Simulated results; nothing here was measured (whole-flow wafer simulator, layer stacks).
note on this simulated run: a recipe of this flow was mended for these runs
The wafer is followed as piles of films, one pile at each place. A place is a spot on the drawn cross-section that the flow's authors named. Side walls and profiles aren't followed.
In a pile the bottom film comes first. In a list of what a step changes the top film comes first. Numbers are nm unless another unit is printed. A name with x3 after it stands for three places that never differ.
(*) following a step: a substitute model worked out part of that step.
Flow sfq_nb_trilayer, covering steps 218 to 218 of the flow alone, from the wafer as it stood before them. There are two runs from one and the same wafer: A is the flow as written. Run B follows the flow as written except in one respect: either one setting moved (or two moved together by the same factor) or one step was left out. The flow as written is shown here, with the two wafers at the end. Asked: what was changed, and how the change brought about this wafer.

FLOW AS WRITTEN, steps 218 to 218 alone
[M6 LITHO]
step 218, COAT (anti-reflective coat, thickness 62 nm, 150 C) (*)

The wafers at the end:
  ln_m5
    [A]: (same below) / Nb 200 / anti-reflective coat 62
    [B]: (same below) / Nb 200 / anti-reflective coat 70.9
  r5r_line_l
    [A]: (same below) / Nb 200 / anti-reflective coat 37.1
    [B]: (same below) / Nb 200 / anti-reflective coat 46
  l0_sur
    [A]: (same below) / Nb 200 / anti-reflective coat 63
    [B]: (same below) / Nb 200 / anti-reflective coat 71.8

Cause: step 218, COAT: thickness 70.9 nm was run, though the flow has thickness 62 nm.
The wafer itself shows it: ln_m5 has anti-reflective coat 70.9, and step 218 as written asks for 62 nm.

Step by step, how the change led to this:
  step 218, COAT (anti-reflective coat, thickness 62 nm, 150 C) (*)
      ln_m5, p4_fl x5, p4_w1 x9 and 50 more: A anti-reflective coat gains 62 (new film) | B anti-reflective coat gains 70.9 (new film)
      r5r_line_l, r5r_line_c, r5r_line_r: A anti-reflective coat gains 37.1 (new film) | B anti-reflective coat gains 46 (new film)
      (and at 38 other places as well)
